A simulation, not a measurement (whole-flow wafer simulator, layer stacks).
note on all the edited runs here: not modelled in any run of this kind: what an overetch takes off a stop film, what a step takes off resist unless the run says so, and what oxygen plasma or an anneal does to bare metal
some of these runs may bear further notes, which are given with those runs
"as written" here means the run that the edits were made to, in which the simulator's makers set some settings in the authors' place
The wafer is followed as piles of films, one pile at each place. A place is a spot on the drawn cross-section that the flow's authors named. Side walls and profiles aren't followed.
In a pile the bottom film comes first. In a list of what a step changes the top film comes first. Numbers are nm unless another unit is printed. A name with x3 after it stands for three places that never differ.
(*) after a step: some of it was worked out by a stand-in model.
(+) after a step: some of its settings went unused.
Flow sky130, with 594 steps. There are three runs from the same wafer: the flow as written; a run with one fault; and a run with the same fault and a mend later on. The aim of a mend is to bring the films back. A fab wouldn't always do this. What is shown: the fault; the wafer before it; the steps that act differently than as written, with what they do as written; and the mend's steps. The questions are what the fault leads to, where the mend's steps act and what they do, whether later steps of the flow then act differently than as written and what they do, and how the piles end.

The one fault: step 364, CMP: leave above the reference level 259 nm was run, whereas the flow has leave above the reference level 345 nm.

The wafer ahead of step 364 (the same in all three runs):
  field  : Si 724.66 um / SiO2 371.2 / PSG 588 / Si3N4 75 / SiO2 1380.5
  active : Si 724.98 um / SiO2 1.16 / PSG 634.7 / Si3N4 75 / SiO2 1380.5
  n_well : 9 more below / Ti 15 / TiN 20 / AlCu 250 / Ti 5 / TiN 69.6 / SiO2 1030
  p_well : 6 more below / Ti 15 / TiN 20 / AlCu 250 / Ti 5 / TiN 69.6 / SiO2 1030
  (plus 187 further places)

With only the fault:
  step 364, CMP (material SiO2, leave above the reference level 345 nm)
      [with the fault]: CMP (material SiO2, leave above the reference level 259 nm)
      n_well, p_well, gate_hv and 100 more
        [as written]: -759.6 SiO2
        [with the fault]: -845.6 SiO2
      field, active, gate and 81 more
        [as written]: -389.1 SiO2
        [with the fault]: -475.1 SiO2
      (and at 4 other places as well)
  Steps later in the flow that act otherwise than as written (not shown: 7 more steps that differ only slightly, by at most 2% or 0.5 nm, whichever is larger):
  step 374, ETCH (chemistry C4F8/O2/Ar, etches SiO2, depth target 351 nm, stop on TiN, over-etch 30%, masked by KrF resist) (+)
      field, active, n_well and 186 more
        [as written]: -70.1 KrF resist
        [with the fault]: -47.8 KrF resist
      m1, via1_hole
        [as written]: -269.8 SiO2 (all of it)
        [with the fault]: -183.8 SiO2 (all of it)
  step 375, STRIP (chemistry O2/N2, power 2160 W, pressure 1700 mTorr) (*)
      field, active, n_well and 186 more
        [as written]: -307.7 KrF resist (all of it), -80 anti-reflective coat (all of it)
        [with the fault]: -330 KrF resist (all of it), -80 anti-reflective coat (all of it)
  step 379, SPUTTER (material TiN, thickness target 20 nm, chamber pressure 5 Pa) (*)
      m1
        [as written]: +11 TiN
        [with the fault]: +12.7 TiN
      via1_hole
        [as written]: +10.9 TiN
        [with the fault]: +12.7 TiN
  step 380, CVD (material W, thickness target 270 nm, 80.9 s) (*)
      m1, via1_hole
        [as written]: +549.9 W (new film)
        [with the fault]: +462.1 W (new film)
  The piles end different from the flow's at n_well, p_well, gate_hv and 120 more by more than 2% or 0.5 nm, whichever is larger.
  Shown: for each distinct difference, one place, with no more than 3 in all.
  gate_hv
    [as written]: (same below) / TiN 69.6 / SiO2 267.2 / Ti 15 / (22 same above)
    [with the fault]: (same below) / TiN 69.6 / SiO2 181.2 / Ti 15 / (22 same above)
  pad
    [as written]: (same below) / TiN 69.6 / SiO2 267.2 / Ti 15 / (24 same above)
    [with the fault]: (same below) / TiN 69.6 / SiO2 181.2 / Ti 15 / (24 same above)
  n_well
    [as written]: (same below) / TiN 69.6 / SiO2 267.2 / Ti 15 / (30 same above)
    [with the fault]: (same below) / TiN 69.6 / SiO2 181.2 / Ti 15 / (30 same above)

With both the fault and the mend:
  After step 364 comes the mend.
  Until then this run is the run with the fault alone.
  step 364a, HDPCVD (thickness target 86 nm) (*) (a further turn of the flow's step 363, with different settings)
      field, active, n_well and 188 more
        +86 SiO2
  Every later step of the flow that is run acts as written, at every place that is followed, to within 2% or 0.5 nm, whichever is larger.
  The piles end the same as the flow's at every place that both follow.
